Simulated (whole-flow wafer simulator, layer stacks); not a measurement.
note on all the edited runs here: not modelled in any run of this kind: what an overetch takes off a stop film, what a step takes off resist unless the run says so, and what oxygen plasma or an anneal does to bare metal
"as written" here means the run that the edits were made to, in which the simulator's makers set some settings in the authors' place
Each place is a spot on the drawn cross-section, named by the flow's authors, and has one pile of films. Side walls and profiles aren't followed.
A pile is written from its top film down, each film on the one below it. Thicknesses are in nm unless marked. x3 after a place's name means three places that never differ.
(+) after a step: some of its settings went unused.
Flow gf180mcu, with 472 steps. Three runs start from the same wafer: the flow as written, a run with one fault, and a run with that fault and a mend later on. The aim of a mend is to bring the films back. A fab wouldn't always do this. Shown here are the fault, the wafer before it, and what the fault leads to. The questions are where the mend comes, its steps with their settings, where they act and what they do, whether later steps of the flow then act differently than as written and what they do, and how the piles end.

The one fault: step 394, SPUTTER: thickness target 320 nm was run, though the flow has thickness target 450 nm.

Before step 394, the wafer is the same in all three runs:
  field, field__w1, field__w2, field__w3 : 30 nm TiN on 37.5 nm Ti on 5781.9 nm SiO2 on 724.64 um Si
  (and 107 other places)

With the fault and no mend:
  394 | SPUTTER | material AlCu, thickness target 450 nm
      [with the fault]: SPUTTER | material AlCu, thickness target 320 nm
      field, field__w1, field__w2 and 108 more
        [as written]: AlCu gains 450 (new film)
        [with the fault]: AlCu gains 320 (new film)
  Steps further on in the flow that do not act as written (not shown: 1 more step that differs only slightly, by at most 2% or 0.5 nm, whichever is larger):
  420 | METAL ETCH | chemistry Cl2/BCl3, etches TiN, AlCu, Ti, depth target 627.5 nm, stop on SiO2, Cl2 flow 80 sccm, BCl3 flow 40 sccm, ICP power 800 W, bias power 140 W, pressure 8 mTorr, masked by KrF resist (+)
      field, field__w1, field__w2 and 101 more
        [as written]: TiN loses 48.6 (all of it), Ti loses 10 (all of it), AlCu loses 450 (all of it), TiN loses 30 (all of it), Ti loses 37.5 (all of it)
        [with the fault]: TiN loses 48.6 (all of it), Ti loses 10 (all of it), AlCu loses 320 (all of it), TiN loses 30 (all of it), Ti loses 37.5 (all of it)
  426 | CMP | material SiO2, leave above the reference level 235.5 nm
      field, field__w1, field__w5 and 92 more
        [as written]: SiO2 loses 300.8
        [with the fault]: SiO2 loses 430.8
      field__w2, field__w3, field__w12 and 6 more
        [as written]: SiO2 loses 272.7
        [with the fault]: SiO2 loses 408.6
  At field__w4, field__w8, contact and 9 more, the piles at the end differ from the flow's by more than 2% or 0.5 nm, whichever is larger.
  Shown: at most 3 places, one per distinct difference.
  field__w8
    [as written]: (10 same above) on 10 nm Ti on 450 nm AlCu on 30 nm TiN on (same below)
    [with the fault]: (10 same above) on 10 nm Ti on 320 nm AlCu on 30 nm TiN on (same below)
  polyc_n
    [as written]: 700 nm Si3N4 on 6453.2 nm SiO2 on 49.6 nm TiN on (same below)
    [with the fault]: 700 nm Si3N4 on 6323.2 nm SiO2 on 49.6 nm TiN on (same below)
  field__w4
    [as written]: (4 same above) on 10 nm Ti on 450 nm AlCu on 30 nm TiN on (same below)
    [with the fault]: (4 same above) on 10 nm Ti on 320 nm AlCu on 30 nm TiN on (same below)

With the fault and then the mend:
  The mend stands after step 394.
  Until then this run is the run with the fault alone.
  394a | SPUTTER | material AlCu, thickness target 130 nm (the flow's step 394 again, with other settings)
      field, field__w1, field__w2 and 108 more
        AlCu gains 130
  Later steps of the flow that are run all act as written at every place that is followed.
  By the end, the piles equal the flow's at every place that both follow.
